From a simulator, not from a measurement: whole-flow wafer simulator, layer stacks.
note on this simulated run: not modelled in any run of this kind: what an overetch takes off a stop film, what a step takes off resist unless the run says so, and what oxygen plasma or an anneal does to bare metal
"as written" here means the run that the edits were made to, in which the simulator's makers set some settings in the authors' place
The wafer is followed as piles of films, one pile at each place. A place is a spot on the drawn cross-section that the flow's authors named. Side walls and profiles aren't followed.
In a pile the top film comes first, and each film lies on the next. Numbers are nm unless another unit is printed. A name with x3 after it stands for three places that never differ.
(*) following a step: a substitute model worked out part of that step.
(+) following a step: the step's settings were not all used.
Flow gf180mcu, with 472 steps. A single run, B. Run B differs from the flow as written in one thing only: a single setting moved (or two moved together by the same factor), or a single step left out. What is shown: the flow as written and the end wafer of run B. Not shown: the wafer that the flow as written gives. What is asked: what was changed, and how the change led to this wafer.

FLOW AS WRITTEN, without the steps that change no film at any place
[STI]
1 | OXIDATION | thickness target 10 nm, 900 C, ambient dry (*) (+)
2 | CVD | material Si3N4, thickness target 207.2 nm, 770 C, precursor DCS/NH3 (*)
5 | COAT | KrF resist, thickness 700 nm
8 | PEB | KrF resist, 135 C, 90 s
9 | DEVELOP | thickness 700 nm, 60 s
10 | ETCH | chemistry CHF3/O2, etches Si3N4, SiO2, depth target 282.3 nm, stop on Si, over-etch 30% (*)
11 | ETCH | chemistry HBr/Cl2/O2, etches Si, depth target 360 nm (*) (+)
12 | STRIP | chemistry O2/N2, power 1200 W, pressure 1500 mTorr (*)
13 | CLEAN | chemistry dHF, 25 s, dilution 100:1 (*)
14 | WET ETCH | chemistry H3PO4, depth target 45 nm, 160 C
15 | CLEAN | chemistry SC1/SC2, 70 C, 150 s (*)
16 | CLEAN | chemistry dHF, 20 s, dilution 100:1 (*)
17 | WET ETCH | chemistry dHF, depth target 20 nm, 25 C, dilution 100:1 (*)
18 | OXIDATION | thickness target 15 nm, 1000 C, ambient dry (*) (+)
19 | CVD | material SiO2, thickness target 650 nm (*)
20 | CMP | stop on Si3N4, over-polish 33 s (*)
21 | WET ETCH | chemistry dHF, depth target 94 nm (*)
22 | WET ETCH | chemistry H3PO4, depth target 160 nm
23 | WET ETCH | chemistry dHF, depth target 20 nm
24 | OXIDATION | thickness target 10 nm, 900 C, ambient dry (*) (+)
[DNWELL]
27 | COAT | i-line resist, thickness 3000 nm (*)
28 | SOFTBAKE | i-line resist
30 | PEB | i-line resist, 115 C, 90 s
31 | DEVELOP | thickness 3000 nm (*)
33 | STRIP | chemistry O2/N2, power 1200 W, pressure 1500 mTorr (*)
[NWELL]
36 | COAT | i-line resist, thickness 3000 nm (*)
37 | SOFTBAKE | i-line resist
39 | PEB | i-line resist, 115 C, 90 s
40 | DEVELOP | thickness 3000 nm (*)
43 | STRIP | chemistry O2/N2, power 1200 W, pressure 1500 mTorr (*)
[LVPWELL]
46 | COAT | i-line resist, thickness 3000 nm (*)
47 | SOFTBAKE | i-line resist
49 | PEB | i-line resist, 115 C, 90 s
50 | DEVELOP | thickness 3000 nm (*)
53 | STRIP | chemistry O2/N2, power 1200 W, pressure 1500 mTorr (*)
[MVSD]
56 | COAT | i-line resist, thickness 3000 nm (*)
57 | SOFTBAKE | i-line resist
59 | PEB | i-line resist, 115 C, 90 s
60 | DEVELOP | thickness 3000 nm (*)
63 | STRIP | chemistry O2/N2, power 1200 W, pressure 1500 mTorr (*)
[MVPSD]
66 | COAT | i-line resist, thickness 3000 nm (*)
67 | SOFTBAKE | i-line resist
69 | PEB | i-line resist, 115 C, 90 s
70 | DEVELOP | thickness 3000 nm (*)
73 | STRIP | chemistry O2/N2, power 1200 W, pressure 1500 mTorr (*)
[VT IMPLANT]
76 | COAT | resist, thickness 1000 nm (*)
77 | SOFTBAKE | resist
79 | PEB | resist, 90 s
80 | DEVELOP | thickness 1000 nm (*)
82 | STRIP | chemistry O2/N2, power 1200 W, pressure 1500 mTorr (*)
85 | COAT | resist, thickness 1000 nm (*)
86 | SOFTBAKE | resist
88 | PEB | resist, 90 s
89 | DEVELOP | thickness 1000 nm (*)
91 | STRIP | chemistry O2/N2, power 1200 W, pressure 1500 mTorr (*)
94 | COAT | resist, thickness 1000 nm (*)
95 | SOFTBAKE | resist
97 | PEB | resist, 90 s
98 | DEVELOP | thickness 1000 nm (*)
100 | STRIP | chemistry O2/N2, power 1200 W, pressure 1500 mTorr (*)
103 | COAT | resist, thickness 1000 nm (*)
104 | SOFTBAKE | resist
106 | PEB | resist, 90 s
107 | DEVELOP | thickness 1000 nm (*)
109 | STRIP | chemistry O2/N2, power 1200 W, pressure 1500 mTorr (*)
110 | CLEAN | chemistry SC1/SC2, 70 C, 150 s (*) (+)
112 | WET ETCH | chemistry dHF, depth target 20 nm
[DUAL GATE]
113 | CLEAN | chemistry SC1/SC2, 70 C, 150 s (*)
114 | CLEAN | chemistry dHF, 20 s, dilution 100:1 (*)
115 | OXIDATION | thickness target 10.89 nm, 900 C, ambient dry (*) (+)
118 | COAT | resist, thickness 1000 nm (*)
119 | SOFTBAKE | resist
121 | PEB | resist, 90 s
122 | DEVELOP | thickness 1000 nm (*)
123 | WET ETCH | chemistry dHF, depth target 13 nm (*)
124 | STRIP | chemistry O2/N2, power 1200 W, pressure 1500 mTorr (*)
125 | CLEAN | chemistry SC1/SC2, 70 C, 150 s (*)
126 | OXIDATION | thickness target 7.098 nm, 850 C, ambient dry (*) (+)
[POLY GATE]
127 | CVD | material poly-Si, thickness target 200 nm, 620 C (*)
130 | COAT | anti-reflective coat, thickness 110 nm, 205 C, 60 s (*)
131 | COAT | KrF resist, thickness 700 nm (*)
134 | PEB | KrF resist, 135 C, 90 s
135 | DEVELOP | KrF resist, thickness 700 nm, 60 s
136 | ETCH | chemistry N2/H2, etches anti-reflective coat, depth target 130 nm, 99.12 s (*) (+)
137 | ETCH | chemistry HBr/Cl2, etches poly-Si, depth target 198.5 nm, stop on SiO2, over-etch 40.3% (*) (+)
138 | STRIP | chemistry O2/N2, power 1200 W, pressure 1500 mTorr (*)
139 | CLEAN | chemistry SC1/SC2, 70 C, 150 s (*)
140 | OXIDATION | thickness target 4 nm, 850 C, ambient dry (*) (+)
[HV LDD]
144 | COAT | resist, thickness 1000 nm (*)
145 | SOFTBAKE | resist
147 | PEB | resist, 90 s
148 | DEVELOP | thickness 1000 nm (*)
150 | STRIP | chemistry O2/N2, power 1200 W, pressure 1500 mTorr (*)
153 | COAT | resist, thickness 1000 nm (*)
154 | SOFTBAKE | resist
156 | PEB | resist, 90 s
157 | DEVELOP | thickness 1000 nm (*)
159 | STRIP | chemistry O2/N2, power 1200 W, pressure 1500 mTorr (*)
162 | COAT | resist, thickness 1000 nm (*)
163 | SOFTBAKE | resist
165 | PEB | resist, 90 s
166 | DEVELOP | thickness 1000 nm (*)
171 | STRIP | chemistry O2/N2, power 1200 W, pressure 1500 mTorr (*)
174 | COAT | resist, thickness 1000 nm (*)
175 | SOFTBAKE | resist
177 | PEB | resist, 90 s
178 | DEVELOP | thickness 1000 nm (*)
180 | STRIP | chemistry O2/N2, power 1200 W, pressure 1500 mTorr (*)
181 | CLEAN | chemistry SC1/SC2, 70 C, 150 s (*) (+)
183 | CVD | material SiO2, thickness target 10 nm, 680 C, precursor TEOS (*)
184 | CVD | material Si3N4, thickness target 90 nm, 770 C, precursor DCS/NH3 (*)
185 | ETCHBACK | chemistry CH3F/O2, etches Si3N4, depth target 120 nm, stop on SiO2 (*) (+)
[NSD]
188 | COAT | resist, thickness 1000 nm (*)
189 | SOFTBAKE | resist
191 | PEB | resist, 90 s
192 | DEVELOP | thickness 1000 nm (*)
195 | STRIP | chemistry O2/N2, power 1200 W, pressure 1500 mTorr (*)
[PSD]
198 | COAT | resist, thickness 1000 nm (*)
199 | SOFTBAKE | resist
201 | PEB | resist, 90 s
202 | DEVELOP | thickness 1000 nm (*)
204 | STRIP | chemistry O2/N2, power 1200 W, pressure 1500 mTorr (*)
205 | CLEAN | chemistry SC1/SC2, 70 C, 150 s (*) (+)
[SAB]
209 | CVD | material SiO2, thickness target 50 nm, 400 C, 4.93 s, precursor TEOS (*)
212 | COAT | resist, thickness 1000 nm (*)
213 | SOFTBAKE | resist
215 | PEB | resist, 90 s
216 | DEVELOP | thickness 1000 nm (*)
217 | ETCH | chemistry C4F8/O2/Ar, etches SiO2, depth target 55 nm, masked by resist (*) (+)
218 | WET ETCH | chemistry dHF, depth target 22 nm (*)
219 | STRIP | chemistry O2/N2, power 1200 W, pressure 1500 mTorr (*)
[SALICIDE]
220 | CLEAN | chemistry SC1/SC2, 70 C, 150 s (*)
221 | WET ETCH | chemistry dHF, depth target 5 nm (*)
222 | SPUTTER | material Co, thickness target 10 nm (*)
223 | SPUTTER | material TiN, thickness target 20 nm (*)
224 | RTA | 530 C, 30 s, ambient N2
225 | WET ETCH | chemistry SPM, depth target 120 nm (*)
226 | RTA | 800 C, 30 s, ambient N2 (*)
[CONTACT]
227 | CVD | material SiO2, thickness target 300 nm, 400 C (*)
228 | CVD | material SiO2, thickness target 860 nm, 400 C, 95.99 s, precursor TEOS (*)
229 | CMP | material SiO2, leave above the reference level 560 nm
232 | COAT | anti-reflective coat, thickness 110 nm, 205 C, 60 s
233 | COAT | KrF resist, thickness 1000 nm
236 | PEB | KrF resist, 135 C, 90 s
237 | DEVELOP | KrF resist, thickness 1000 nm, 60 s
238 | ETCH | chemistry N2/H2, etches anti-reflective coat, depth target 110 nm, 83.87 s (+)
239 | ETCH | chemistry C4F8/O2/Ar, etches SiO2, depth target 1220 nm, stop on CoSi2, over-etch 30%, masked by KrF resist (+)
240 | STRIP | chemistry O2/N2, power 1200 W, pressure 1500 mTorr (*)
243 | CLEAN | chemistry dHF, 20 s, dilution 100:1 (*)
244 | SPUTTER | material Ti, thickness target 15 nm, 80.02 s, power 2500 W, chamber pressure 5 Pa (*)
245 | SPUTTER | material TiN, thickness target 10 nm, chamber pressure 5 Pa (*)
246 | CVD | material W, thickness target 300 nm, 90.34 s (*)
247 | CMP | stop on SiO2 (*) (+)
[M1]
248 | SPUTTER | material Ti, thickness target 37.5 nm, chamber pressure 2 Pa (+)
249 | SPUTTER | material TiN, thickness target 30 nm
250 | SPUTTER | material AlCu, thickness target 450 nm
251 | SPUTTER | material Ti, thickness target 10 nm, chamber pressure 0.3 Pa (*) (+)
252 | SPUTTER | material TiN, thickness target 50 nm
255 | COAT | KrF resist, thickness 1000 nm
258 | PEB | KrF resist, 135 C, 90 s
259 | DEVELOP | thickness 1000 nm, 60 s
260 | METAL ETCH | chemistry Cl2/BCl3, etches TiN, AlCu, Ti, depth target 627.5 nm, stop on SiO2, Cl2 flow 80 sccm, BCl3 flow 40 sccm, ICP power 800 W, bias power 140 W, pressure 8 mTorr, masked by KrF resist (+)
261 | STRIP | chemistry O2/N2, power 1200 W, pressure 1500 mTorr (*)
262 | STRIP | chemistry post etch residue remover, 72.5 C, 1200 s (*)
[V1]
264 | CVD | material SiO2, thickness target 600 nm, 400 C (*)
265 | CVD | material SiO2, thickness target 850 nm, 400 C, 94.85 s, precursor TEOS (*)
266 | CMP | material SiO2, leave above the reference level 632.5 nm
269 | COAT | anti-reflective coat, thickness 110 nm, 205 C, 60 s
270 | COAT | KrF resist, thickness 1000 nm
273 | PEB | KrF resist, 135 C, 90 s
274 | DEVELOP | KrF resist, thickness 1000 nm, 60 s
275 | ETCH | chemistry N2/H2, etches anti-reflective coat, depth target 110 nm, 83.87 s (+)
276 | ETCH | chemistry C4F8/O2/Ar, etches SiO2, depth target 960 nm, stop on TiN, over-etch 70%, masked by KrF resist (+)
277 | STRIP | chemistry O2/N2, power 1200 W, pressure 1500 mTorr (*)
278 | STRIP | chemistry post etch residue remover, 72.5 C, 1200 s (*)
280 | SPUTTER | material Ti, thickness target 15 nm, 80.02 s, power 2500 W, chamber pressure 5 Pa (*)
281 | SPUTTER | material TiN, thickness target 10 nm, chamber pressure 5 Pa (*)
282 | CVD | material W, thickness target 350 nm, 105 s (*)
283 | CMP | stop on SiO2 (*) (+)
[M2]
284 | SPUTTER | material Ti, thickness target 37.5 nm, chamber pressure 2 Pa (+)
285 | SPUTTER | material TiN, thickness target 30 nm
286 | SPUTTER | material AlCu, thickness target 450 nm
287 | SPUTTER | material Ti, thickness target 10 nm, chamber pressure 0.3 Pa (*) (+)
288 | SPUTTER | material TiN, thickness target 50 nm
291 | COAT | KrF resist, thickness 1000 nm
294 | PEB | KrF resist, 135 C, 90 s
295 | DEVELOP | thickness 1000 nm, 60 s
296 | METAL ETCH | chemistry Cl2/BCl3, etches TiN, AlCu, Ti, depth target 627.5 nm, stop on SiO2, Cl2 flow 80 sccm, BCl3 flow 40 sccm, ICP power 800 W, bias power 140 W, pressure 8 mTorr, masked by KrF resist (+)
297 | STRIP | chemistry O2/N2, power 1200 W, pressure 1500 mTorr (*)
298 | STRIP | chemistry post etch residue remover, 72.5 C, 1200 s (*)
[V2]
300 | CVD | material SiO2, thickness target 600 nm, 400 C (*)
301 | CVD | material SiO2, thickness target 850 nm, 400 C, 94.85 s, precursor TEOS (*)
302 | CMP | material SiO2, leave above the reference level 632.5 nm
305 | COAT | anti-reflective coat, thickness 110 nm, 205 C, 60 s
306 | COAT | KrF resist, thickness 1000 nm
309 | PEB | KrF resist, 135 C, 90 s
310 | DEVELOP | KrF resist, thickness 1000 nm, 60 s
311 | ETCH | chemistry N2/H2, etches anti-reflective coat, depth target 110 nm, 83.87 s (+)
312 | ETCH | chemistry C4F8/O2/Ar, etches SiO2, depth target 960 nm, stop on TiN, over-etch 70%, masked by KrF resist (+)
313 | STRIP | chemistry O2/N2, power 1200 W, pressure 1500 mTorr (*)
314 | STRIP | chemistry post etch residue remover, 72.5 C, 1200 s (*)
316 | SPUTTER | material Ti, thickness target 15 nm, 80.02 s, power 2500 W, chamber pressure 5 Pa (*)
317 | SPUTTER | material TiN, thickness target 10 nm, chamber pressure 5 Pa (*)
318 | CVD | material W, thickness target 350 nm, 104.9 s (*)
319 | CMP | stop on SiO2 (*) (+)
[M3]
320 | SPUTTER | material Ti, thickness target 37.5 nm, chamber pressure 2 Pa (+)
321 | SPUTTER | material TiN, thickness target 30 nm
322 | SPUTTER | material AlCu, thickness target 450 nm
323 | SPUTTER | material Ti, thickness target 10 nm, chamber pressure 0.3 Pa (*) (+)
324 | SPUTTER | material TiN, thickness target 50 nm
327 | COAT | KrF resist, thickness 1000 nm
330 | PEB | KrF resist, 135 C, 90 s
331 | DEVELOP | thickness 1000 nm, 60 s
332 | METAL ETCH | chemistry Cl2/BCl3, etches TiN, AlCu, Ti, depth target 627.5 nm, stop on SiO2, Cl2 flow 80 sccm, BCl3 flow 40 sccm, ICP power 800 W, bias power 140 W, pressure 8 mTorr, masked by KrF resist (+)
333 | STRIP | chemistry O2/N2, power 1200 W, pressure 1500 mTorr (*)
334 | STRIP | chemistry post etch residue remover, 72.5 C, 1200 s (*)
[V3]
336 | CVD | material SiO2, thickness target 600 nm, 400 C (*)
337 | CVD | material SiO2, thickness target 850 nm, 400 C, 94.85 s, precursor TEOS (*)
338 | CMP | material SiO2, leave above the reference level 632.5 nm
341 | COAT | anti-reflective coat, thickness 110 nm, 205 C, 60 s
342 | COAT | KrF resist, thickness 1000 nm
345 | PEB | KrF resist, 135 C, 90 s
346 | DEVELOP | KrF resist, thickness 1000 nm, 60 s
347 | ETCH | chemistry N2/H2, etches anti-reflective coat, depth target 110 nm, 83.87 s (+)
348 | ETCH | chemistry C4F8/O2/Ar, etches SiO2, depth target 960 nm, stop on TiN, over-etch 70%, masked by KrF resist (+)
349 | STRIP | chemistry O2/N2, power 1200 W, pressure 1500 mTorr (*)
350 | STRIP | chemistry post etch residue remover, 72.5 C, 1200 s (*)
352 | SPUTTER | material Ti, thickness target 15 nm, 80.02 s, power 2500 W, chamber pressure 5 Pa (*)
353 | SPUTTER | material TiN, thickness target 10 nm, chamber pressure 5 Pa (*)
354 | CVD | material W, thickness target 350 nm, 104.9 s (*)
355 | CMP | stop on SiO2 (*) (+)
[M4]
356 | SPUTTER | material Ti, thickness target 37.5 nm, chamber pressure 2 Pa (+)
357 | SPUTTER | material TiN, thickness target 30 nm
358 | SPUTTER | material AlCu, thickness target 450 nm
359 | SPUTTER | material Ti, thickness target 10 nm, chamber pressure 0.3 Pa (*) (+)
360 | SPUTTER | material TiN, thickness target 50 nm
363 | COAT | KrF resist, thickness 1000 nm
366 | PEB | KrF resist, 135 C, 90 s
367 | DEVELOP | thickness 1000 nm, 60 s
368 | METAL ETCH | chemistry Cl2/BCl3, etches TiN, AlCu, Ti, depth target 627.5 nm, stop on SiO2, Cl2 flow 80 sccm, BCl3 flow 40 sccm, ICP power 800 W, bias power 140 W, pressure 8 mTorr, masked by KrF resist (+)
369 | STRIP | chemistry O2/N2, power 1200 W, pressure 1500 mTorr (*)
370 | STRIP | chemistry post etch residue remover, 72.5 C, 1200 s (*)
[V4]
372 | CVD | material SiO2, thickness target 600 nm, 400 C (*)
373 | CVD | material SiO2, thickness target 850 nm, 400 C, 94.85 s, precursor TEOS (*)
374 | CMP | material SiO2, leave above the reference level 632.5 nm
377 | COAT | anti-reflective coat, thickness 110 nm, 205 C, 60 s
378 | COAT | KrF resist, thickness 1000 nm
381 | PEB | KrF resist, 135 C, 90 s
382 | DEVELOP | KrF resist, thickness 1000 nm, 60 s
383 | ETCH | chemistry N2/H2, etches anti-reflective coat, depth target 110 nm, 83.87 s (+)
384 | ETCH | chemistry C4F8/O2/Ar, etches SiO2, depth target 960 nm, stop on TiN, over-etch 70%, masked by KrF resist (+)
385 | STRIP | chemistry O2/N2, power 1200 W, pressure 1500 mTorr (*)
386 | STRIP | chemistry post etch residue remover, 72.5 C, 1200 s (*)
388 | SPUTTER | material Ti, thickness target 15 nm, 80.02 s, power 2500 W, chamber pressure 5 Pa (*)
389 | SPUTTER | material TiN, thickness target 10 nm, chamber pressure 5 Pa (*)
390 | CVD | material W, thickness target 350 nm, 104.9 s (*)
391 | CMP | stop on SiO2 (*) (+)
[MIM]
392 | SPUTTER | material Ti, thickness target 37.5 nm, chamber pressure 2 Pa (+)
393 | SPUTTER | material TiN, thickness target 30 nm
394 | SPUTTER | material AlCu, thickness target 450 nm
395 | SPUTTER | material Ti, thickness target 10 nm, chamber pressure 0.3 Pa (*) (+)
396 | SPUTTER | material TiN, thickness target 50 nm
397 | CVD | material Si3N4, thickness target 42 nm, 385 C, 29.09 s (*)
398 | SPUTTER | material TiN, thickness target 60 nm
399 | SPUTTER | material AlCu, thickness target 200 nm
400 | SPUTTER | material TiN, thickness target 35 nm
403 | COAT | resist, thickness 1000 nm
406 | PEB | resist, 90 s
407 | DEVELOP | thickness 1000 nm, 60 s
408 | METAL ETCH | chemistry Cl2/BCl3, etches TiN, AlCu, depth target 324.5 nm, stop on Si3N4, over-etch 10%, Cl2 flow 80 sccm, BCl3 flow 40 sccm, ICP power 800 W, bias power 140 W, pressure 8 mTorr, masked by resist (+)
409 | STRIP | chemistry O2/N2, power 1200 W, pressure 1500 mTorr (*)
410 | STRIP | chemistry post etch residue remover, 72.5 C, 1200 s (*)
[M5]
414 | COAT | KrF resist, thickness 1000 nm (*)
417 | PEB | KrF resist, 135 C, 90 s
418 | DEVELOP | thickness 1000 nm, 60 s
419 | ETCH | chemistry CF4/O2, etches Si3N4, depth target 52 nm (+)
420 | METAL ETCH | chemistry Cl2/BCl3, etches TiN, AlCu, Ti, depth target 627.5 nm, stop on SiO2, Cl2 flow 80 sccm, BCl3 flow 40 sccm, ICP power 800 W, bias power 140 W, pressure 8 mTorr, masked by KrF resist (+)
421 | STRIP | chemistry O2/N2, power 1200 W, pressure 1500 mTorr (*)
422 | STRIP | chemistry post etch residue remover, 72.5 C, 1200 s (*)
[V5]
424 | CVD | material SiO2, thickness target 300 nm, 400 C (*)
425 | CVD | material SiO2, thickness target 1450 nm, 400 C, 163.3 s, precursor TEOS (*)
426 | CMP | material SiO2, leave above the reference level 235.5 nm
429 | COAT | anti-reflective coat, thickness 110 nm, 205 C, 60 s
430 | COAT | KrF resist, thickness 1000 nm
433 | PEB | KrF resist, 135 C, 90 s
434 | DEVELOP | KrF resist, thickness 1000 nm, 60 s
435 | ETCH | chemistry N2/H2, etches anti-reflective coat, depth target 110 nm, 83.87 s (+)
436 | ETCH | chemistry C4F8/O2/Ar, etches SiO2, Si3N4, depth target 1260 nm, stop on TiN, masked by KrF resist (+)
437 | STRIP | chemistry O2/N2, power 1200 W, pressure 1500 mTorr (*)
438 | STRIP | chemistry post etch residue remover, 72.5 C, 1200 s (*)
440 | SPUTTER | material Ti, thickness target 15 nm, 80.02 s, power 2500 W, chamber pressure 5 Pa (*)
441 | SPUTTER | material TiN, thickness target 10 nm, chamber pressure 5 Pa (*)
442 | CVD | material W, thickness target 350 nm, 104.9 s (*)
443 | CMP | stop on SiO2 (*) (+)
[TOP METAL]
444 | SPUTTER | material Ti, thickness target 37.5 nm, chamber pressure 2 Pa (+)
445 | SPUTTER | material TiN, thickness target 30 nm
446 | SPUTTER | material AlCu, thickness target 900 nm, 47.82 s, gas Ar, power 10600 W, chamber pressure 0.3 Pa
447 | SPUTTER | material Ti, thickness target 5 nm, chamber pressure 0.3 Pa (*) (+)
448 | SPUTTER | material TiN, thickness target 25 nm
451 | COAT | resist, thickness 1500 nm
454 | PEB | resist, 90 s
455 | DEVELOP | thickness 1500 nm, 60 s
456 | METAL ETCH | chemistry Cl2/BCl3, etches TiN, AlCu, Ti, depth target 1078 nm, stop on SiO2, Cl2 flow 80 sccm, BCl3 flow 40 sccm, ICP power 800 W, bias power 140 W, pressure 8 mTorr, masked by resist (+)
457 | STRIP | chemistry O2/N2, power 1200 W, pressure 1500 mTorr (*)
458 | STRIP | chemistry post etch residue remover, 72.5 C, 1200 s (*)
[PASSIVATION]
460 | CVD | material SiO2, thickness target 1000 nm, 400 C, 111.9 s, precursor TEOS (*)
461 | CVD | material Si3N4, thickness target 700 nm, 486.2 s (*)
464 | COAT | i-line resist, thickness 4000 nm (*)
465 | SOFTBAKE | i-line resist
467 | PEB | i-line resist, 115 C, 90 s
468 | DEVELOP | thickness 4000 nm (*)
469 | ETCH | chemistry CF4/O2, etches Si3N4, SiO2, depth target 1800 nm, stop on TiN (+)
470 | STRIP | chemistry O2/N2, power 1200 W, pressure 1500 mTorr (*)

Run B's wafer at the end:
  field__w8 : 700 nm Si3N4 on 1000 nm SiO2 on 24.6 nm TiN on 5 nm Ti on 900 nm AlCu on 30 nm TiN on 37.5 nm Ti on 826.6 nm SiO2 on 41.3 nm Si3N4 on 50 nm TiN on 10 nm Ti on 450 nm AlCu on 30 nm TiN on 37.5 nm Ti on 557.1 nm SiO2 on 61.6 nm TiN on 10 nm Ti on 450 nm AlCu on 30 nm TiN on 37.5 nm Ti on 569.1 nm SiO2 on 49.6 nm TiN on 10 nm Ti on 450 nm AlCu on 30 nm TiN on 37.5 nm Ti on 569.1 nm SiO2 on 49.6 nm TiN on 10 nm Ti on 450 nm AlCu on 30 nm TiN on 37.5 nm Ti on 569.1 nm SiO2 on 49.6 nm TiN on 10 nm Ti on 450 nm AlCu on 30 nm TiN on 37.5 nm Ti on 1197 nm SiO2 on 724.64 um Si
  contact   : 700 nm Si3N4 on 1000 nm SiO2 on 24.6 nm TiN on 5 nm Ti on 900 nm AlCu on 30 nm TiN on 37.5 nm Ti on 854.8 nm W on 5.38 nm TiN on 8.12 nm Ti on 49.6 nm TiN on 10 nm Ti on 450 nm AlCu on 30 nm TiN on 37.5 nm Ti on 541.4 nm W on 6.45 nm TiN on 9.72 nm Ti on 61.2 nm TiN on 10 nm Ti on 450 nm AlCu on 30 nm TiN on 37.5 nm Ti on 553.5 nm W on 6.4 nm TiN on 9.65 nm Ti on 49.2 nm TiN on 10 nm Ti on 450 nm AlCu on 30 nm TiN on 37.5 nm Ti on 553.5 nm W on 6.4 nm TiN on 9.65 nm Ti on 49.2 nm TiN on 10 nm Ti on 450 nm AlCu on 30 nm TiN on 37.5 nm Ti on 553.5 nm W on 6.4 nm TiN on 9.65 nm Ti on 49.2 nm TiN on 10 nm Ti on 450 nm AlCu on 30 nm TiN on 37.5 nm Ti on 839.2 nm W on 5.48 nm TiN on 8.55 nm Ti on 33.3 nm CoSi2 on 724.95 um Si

What caused this: step 360, SPUTTER: thickness target 62 nm was run, whereas the flow has thickness target 50 nm.

Step by step, how the change led to this:
  360 | SPUTTER | material TiN, thickness target 50 nm
      field, field__w1, field__w2 and 108 more: +62 TiN (new film) (as written it would have been: +50 TiN (new film))
  368 | METAL ETCH | chemistry Cl2/BCl3, etches TiN, AlCu, Ti, depth target 627.5 nm, stop on SiO2, Cl2 flow 80 sccm, BCl3 flow 40 sccm, ICP power 800 W, bias power 140 W, pressure 8 mTorr, masked by KrF resist (+)
      field, field__w1, field__w2 and 103 more: -62 TiN (all of it), -10 Ti (all of it), -450 AlCu (all of it), -30 TiN (all of it), -37.5 Ti (all of it) (as written it would have been: -50 TiN (all of it), -10 Ti (all of it), -450 AlCu (all of it), -30 TiN (all of it), -37.5 Ti (all of it))
  384 | ETCH | chemistry C4F8/O2/Ar, etches SiO2, depth target 960 nm, stop on TiN, over-etch 70%, masked by KrF resist (+)
      contact: -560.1 SiO2 (all of it) (as written it would have been: -572.1 SiO2 (all of it))
